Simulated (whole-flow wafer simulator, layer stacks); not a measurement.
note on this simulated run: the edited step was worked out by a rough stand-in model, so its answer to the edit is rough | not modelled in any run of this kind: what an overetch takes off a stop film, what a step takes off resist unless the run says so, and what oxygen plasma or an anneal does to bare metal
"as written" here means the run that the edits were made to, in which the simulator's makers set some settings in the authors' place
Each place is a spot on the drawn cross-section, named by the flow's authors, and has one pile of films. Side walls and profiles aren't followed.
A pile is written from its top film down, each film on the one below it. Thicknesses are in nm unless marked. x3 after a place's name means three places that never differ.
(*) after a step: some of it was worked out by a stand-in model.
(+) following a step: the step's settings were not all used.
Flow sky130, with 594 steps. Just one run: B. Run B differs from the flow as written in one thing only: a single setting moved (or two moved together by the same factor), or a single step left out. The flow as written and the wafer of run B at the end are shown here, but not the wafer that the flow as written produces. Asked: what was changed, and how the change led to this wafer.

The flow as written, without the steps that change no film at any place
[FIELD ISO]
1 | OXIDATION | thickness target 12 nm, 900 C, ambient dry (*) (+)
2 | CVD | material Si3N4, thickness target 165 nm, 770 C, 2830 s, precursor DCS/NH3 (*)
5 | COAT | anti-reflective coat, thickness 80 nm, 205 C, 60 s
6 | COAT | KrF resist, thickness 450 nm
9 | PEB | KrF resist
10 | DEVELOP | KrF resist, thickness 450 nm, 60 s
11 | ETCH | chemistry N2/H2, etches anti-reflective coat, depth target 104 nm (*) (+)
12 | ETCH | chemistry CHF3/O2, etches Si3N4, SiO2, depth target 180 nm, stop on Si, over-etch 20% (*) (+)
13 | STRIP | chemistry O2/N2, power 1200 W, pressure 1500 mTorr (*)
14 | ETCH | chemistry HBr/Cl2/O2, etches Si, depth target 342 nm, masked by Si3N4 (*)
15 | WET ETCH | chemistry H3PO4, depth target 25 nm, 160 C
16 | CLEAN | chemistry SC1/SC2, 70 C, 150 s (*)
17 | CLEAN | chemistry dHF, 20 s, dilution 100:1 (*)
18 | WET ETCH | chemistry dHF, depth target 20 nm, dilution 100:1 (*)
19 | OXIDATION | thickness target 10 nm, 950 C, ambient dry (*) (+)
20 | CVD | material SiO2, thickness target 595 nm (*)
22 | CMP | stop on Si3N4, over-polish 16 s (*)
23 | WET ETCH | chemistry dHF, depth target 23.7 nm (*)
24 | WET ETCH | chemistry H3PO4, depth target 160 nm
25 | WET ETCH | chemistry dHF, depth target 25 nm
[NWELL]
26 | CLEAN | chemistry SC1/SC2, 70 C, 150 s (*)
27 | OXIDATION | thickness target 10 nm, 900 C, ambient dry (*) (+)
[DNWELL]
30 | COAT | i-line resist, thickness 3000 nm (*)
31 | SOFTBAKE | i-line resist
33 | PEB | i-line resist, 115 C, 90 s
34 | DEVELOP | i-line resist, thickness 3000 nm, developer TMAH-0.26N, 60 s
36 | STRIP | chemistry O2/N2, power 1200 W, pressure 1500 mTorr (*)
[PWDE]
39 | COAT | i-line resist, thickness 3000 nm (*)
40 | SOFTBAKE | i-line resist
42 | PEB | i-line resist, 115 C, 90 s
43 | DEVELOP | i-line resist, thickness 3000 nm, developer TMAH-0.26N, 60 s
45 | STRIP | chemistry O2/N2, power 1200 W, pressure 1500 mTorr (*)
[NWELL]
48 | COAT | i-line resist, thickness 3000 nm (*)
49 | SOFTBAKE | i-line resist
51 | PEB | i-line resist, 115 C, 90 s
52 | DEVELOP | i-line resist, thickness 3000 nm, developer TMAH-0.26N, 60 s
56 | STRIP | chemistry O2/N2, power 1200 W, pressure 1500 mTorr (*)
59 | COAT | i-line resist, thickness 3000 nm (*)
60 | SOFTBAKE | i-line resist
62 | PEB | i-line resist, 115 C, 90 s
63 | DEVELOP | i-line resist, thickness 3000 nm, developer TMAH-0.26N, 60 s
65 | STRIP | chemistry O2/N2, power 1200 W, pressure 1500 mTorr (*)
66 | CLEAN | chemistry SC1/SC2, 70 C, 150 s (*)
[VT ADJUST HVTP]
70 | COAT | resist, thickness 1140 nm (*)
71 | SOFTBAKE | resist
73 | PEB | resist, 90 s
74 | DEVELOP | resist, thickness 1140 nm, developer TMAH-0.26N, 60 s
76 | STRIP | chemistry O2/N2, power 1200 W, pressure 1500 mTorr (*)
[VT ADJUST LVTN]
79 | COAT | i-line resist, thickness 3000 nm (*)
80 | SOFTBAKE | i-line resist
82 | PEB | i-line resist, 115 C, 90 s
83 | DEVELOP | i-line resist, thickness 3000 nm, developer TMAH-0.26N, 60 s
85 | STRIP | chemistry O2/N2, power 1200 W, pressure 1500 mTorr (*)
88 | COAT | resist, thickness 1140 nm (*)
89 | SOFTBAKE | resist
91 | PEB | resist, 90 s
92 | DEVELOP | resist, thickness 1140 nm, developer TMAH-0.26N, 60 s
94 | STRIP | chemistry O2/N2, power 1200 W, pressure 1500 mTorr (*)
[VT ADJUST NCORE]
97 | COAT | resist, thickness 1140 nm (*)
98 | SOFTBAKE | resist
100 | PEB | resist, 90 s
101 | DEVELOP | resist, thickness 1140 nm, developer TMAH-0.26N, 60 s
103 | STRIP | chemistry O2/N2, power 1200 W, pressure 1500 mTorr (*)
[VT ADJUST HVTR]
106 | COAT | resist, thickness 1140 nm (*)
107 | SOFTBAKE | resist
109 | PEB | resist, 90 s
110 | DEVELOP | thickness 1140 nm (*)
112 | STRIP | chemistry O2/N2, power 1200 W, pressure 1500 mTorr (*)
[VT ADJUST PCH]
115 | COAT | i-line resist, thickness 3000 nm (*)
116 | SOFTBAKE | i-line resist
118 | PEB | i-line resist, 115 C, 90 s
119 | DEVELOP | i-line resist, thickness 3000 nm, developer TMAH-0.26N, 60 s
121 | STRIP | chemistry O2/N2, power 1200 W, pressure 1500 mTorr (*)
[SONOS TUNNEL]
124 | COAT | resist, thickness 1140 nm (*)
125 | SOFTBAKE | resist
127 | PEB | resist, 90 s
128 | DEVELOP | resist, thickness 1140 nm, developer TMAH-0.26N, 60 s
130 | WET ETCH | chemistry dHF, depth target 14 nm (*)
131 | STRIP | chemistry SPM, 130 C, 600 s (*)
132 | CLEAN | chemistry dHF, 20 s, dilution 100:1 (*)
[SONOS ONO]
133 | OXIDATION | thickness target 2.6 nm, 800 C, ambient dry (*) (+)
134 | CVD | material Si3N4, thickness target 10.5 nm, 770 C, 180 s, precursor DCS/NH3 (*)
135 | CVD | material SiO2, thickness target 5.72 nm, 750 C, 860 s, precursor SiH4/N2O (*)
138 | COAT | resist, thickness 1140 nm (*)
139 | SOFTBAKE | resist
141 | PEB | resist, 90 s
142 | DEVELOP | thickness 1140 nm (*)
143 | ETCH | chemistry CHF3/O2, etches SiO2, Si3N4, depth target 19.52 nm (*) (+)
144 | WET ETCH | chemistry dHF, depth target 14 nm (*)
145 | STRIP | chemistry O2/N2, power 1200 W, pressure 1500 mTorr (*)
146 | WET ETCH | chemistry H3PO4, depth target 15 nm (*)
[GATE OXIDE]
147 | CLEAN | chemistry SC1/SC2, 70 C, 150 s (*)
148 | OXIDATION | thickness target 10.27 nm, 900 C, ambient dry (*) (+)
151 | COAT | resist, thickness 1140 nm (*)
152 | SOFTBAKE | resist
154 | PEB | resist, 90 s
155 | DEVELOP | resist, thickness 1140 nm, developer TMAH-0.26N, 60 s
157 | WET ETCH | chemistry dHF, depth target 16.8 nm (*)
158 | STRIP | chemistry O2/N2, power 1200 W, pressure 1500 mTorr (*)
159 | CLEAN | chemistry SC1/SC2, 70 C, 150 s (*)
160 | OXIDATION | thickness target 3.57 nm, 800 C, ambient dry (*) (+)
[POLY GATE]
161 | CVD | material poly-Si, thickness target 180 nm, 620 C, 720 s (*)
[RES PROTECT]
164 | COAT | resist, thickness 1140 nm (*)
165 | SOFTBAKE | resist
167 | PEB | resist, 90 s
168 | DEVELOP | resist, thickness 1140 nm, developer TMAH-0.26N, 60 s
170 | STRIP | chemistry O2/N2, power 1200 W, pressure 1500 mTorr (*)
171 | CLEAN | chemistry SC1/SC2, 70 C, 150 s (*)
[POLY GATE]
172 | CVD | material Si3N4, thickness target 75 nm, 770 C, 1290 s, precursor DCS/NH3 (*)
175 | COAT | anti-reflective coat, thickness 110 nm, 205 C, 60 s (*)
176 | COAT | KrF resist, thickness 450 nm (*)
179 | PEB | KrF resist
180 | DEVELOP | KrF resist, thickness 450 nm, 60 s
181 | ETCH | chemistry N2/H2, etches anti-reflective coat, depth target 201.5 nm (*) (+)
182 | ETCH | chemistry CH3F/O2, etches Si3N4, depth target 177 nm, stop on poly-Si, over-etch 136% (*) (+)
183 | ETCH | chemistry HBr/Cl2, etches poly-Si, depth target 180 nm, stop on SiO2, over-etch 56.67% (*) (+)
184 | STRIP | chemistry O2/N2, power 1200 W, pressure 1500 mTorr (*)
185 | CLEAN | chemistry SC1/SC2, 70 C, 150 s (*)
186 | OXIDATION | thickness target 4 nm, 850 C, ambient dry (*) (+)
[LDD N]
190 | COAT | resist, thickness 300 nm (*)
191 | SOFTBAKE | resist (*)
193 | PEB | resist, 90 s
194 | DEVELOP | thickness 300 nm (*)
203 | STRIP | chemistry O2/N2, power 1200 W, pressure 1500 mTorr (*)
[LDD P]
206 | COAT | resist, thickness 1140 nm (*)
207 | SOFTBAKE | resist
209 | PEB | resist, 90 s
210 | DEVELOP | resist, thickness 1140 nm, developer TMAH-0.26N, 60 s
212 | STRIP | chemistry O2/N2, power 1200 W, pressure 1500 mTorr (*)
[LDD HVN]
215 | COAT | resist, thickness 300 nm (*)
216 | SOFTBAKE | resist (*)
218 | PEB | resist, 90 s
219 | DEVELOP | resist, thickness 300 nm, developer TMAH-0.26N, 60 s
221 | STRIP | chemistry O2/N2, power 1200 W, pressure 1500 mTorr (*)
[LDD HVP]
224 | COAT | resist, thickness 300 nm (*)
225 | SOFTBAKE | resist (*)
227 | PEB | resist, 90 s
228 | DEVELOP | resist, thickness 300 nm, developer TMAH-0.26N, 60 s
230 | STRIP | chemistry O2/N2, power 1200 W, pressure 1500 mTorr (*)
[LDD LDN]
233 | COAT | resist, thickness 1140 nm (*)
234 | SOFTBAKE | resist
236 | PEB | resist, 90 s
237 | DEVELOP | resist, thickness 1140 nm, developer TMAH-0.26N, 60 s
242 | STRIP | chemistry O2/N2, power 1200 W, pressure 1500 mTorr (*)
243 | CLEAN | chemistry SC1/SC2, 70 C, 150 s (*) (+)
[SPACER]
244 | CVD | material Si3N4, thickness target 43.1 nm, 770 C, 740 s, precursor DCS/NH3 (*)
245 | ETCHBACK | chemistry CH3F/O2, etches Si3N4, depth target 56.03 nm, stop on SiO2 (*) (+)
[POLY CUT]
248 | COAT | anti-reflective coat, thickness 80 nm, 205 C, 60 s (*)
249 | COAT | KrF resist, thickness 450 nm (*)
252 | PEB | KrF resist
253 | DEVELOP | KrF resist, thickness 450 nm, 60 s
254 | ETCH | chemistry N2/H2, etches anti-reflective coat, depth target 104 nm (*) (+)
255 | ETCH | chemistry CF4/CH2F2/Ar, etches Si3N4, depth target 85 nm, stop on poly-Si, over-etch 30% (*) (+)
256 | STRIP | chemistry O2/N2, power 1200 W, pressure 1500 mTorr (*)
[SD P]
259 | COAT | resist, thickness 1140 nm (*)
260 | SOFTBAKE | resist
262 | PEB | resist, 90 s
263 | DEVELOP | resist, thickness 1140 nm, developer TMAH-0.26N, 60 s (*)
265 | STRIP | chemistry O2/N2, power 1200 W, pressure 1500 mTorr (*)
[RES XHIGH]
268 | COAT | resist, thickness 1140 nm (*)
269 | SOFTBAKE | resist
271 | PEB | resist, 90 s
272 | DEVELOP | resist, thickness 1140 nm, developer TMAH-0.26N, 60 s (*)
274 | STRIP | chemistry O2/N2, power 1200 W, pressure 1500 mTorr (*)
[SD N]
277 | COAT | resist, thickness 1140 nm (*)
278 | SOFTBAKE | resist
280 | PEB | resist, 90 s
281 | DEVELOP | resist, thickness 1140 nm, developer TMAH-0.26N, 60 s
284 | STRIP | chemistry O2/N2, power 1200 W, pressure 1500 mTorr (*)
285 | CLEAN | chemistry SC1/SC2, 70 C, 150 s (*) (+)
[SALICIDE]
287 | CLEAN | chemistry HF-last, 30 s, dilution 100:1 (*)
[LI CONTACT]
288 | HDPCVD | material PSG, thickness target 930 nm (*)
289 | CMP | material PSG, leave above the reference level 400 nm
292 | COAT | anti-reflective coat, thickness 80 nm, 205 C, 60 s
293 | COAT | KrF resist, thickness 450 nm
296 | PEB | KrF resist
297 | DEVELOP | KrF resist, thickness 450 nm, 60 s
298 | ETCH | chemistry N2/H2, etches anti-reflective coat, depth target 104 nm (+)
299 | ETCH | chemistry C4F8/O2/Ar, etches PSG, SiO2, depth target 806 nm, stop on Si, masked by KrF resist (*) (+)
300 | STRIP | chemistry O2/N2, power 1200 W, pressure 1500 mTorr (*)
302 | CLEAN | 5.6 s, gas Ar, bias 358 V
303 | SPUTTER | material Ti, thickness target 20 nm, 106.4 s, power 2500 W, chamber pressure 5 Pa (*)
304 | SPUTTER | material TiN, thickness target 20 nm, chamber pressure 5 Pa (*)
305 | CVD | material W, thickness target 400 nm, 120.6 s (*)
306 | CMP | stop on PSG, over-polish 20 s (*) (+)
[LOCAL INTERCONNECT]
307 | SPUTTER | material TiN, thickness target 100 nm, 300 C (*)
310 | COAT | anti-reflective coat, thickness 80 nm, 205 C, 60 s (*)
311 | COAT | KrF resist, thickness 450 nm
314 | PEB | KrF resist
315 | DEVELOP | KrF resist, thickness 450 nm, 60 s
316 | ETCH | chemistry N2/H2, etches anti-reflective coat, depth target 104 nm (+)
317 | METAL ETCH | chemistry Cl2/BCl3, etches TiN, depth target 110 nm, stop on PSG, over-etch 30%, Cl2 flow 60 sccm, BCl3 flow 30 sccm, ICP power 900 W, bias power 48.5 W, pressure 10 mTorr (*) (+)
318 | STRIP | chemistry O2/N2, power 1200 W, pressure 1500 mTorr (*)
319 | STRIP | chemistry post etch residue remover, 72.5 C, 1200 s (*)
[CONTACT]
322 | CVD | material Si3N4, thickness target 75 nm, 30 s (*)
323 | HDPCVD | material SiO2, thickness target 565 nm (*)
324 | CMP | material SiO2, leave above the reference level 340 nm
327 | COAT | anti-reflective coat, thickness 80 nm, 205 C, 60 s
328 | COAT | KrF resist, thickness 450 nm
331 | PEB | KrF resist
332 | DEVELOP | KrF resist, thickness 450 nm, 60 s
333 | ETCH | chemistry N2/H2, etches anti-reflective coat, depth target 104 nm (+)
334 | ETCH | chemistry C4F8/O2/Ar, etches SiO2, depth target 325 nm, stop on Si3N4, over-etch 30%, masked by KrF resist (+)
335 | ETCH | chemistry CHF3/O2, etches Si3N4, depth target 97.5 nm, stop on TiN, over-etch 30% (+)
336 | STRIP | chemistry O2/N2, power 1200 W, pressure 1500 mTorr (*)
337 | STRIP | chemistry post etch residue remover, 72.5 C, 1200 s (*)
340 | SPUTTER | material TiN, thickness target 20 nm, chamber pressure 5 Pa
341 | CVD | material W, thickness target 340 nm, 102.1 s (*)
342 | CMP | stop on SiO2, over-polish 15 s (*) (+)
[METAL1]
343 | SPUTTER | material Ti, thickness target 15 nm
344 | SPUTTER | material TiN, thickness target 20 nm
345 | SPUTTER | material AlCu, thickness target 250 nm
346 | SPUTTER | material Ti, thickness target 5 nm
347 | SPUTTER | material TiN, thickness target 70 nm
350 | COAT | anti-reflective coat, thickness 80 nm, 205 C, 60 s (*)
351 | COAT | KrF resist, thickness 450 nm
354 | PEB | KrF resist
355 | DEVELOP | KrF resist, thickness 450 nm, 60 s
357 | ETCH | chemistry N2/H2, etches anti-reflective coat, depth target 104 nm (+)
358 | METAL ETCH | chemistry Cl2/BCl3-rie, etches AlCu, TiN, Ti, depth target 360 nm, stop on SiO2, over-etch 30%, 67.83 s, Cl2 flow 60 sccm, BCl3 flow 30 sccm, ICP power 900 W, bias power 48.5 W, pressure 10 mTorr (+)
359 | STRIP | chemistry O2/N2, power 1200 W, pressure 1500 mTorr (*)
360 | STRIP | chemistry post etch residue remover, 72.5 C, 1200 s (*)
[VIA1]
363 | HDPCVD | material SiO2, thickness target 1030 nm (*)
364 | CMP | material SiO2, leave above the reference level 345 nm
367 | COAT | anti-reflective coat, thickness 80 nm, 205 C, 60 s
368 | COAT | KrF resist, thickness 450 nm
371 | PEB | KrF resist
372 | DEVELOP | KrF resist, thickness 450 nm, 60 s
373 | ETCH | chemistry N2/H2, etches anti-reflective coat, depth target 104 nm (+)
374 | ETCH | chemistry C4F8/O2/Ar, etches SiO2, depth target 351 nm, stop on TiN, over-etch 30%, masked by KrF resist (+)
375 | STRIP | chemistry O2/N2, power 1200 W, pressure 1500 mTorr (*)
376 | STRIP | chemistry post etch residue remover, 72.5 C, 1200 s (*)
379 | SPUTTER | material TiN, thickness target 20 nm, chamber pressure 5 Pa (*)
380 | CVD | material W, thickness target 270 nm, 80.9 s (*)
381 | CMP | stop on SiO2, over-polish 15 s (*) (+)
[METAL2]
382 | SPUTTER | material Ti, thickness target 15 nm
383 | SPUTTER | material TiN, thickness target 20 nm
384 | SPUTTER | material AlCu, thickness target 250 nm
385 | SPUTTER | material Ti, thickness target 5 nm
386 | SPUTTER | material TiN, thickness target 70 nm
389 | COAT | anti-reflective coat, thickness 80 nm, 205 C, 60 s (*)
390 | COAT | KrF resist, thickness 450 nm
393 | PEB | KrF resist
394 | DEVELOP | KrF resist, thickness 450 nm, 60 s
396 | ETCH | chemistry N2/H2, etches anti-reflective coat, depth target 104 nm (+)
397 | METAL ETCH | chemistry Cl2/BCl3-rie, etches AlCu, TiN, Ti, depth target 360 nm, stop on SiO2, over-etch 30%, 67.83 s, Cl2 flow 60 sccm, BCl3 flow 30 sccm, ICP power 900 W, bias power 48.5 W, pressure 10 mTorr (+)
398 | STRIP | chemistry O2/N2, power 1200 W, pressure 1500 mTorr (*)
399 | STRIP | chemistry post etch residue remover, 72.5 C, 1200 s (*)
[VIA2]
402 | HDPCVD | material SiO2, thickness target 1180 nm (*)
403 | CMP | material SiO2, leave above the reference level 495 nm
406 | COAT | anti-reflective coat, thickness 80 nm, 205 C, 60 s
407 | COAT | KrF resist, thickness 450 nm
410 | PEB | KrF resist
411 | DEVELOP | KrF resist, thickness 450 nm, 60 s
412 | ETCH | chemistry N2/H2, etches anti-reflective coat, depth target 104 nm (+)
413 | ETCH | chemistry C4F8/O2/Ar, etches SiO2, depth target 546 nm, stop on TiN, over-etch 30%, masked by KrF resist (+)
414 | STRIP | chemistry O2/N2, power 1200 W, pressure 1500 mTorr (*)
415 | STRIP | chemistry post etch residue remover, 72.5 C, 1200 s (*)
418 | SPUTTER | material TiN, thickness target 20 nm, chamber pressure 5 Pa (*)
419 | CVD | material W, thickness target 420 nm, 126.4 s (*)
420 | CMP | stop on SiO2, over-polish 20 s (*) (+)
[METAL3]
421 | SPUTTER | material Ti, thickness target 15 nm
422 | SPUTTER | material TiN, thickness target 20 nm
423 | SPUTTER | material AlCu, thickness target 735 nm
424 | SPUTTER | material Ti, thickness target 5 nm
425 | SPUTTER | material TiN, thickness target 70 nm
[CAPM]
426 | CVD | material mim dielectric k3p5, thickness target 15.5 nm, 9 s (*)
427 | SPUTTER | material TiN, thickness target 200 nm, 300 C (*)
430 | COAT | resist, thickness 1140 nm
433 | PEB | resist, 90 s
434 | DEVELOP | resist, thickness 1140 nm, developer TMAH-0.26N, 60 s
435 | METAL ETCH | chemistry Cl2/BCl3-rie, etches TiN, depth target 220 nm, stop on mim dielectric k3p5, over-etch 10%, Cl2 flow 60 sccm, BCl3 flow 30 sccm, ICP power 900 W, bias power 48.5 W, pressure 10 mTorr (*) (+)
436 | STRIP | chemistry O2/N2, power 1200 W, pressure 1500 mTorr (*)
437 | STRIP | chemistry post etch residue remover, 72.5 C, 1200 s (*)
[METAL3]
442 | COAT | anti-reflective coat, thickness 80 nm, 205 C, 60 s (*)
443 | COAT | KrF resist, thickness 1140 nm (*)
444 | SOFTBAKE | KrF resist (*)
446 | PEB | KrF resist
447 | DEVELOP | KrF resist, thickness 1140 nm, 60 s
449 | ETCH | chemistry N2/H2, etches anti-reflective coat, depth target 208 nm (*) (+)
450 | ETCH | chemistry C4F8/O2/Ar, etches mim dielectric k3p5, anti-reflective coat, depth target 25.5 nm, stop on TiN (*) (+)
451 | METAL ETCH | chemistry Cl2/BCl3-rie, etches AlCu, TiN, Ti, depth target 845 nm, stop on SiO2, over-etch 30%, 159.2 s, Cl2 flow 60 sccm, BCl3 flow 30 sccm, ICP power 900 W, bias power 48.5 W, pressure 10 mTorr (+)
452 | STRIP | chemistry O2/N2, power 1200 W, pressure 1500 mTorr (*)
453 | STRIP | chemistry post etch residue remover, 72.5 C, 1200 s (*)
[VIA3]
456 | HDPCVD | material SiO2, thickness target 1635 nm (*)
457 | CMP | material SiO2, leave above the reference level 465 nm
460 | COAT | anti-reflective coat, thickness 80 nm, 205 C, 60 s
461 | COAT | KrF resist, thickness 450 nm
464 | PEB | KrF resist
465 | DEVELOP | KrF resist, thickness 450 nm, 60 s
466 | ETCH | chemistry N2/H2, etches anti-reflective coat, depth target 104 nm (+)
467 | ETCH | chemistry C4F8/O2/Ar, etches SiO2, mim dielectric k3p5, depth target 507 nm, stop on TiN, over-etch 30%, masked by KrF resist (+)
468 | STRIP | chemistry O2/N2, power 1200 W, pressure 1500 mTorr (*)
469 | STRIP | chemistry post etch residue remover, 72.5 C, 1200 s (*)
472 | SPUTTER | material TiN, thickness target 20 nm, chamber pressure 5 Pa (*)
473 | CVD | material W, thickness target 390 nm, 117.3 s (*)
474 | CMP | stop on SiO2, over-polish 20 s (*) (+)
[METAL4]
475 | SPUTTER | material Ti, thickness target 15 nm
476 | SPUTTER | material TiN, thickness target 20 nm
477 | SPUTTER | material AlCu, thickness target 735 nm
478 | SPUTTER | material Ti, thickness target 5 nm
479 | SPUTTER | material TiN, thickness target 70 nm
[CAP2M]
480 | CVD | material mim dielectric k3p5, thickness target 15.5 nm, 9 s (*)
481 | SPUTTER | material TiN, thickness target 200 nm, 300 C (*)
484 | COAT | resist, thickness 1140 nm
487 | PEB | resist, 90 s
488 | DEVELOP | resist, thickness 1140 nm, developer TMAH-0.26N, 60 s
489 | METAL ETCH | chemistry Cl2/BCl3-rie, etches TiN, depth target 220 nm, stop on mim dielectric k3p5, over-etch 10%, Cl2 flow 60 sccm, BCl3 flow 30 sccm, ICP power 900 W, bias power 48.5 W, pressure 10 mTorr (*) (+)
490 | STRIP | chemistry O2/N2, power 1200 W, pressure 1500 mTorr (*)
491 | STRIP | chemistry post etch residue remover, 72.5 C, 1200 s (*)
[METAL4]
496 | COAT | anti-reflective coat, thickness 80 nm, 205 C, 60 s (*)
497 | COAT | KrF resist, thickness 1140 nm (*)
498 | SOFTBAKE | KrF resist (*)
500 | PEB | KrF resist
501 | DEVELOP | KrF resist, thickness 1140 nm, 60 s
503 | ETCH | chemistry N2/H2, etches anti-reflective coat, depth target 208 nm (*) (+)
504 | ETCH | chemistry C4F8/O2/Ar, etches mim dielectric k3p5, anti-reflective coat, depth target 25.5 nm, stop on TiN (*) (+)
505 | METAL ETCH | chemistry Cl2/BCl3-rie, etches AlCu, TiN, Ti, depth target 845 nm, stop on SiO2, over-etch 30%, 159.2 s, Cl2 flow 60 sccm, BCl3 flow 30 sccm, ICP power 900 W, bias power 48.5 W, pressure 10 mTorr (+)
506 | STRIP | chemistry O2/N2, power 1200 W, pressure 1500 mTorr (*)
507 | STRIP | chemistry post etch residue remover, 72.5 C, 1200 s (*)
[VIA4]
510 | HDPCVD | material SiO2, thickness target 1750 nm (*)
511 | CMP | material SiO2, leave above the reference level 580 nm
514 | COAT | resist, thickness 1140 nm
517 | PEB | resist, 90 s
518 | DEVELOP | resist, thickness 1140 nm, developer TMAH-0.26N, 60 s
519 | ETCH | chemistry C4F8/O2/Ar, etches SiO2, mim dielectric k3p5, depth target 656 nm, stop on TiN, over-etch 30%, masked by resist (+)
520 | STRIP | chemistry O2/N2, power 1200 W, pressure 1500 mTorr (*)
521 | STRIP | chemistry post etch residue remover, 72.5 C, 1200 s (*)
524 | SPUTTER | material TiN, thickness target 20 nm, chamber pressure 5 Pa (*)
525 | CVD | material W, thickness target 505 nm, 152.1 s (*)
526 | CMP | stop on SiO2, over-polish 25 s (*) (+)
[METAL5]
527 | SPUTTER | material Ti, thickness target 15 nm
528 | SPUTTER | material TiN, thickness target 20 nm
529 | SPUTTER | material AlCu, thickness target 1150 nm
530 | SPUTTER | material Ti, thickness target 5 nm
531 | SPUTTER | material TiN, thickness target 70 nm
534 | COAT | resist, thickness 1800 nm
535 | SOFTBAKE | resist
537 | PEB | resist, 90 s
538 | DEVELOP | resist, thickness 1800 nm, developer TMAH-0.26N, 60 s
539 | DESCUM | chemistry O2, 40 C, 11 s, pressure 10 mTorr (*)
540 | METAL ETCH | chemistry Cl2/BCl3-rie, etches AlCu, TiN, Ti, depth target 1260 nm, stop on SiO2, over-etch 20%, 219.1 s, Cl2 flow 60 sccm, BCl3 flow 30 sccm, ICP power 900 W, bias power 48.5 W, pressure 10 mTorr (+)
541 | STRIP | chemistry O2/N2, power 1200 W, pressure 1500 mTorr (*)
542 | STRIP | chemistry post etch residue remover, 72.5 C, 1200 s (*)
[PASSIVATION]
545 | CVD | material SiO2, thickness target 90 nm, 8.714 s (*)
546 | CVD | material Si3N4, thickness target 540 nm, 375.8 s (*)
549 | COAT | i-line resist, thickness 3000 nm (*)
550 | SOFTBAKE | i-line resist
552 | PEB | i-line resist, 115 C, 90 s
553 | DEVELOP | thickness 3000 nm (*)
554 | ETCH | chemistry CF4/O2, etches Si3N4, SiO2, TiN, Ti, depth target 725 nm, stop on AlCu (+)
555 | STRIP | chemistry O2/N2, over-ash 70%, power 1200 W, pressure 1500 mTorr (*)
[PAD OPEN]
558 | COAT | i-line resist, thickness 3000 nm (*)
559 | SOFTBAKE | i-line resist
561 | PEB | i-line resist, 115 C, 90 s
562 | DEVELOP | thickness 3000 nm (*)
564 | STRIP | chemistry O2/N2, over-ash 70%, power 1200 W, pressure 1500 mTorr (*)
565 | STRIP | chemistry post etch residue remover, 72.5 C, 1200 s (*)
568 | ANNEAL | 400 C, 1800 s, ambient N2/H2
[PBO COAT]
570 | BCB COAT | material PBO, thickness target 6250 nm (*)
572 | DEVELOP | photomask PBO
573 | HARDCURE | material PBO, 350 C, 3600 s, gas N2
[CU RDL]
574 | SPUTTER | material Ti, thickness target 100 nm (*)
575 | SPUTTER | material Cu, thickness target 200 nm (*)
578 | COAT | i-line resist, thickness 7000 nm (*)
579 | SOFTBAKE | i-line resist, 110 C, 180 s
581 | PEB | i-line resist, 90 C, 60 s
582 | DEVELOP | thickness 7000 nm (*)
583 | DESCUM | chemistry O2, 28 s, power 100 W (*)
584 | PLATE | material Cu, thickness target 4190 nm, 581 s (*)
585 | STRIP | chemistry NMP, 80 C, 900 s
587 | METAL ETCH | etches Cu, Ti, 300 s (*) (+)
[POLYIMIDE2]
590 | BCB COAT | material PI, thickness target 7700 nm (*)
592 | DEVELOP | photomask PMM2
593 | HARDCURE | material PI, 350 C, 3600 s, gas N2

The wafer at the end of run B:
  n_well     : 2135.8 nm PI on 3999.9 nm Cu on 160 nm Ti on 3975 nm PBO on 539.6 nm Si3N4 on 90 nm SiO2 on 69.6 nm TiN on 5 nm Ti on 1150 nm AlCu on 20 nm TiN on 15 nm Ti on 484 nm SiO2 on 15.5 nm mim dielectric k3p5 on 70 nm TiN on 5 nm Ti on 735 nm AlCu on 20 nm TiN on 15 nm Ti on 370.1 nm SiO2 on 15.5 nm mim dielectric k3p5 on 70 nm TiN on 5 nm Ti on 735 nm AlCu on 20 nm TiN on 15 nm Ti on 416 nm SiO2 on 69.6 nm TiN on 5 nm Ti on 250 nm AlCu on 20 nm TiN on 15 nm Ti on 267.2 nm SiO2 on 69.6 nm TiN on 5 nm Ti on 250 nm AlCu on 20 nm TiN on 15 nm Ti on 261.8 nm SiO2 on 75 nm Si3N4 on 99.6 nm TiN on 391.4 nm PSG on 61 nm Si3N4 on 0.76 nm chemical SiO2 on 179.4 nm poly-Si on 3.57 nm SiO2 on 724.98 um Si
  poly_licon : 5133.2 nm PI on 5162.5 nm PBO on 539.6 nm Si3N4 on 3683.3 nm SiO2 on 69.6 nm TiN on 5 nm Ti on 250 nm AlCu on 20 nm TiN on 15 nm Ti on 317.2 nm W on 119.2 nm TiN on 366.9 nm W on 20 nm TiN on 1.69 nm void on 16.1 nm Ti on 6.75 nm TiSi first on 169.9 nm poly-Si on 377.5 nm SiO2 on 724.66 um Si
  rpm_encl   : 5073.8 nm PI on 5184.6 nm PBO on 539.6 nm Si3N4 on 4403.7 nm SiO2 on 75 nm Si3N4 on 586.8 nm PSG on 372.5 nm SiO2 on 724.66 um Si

The reason: step 574, SPUTTER: thickness target 160 nm was run, though the flow has thickness target 100 nm.
The wafer lets one read it off: n_well has Ti 160, and step 574 as written asks for 100 nm.

The path from the change to this, step by step:
  574 | SPUTTER | material Ti, thickness target 100 nm (*)
      field, active, n_well and 190 more: +160 Ti (new film) (it would be, as written: +100 Ti (new film))
  587 | METAL ETCH | etches Cu, Ti, 300 s (*) (+)
      field, active, gate and 167 more: -200 Cu (all of it), -160 Ti (all of it) (it would be, as written: -200 Cu (all of it), -100 Ti (all of it))
  590 | BCB COAT | material PI, thickness target 7700 nm (*)
      de16_gate_nw: +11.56 um PI (new film) (it would be, as written: +11.5 um PI (new film))
